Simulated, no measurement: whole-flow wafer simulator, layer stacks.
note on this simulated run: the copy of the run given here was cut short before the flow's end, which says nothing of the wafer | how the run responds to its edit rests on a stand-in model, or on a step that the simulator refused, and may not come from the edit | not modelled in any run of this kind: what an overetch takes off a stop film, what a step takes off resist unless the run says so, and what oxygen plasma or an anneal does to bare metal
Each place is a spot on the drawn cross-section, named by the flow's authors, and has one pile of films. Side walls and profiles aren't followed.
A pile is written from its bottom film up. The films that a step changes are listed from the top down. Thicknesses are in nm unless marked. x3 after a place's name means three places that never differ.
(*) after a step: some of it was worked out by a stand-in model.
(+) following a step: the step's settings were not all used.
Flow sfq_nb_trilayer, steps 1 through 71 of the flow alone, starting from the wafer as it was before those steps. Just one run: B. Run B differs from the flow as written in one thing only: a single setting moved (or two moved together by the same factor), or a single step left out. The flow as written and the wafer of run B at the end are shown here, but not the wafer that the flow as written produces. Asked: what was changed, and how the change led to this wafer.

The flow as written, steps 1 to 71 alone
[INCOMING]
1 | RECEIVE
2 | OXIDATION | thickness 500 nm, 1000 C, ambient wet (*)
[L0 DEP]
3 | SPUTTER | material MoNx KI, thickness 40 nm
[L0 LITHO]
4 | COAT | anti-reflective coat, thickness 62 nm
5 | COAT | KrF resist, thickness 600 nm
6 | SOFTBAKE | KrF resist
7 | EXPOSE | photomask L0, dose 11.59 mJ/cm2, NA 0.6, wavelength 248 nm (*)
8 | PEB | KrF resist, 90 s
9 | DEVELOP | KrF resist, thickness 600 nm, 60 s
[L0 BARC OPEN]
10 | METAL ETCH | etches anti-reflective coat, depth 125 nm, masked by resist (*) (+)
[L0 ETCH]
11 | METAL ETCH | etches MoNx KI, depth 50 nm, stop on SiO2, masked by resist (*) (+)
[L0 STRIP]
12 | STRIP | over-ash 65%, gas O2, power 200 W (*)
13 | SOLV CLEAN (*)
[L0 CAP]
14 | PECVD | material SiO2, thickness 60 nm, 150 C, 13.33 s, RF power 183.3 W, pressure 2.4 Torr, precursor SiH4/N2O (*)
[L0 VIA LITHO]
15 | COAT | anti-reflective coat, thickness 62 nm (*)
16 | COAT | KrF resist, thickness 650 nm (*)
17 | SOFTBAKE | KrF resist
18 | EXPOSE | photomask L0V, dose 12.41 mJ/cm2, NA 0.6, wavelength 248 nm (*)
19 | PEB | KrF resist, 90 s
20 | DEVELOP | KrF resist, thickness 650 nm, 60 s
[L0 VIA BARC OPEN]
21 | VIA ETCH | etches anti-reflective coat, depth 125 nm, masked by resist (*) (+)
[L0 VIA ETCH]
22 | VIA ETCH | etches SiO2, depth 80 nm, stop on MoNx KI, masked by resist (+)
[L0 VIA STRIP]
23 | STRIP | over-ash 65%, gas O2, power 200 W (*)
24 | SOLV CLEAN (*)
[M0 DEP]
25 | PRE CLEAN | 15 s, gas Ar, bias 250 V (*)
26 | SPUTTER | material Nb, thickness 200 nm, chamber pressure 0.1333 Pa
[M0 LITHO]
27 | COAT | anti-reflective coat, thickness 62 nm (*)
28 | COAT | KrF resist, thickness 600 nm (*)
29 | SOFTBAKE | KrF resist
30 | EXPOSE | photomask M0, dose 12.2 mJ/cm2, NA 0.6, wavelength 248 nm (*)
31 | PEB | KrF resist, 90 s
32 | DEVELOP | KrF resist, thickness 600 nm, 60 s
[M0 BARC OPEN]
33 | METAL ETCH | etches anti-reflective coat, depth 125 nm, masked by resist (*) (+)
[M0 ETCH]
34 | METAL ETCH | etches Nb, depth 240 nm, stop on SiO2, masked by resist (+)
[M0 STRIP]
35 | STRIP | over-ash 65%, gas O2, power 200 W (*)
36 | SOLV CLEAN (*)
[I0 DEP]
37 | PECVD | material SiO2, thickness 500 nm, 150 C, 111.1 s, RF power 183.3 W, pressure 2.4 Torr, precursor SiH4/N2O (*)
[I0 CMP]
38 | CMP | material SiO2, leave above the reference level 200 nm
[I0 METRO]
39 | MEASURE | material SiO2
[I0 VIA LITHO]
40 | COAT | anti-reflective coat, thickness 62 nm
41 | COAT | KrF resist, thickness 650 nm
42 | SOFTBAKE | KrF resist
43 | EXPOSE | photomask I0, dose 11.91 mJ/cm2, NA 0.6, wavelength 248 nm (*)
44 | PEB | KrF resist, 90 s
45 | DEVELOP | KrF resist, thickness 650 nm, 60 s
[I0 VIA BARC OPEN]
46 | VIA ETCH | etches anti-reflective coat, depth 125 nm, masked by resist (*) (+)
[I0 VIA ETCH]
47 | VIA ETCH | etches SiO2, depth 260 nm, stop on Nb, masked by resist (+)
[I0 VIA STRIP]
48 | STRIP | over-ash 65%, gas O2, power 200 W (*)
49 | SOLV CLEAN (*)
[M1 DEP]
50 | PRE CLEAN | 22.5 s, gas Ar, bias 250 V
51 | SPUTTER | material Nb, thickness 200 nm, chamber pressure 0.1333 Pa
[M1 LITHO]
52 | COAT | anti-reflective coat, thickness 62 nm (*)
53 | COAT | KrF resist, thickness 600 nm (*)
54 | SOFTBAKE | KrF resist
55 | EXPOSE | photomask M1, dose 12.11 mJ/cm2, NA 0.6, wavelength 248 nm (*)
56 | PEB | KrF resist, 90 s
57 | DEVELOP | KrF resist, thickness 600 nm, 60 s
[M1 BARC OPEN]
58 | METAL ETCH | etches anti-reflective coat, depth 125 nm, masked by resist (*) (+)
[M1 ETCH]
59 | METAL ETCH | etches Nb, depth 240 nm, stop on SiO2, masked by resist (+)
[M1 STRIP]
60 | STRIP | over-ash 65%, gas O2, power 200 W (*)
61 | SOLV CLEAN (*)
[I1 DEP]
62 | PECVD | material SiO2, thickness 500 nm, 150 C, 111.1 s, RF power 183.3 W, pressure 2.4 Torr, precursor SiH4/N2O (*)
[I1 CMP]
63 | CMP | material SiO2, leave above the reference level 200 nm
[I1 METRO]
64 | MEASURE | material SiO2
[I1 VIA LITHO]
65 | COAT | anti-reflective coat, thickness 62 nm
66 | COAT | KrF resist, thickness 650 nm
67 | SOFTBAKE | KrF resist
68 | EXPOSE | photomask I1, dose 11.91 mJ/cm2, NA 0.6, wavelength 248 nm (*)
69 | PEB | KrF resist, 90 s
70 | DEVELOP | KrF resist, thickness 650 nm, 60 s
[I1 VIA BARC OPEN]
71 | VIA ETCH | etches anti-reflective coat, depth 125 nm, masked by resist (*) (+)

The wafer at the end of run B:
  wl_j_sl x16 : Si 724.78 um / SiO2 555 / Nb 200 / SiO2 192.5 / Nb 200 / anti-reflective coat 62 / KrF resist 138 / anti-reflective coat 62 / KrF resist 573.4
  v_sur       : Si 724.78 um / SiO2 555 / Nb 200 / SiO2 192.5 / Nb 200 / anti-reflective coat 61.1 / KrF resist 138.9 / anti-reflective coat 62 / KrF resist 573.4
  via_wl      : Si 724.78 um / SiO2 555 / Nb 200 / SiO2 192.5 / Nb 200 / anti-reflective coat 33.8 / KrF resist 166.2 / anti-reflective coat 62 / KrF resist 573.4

The reason: step 60, STRIP: over-ash 65%, gas O2, power 200 W (*), was not run.

Step by step, how the change led to this:
  62 | PECVD | material SiO2, thickness 500 nm, 150 C, 111.1 s, RF power 183.3 W, pressure 2.4 Torr, precursor SiH4/N2O (*)
      lsp_m, ln_m6, lsp_r, l0_sur, l0v: SiO2 gains 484 (it would be, as written: SiO2 gains 494.9)
      wl_d_sl x2: SiO2 gains 500 (it would be, as written: SiO2 gains 557.1)
      (as well as at 1 more place)
  63 | CMP | material SiO2, leave above the reference level 200 nm
      wl_j_sl x16: SiO2 loses 500 (all of it), KrF resist loses 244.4 (it would be, as written: SiO2 loses 300)
      via_wl, via_wr: SiO2 loses 500 (all of it), KrF resist loses 219.3 (it would be, as written: SiO2 loses 300)
      (as well as at 28 more places)
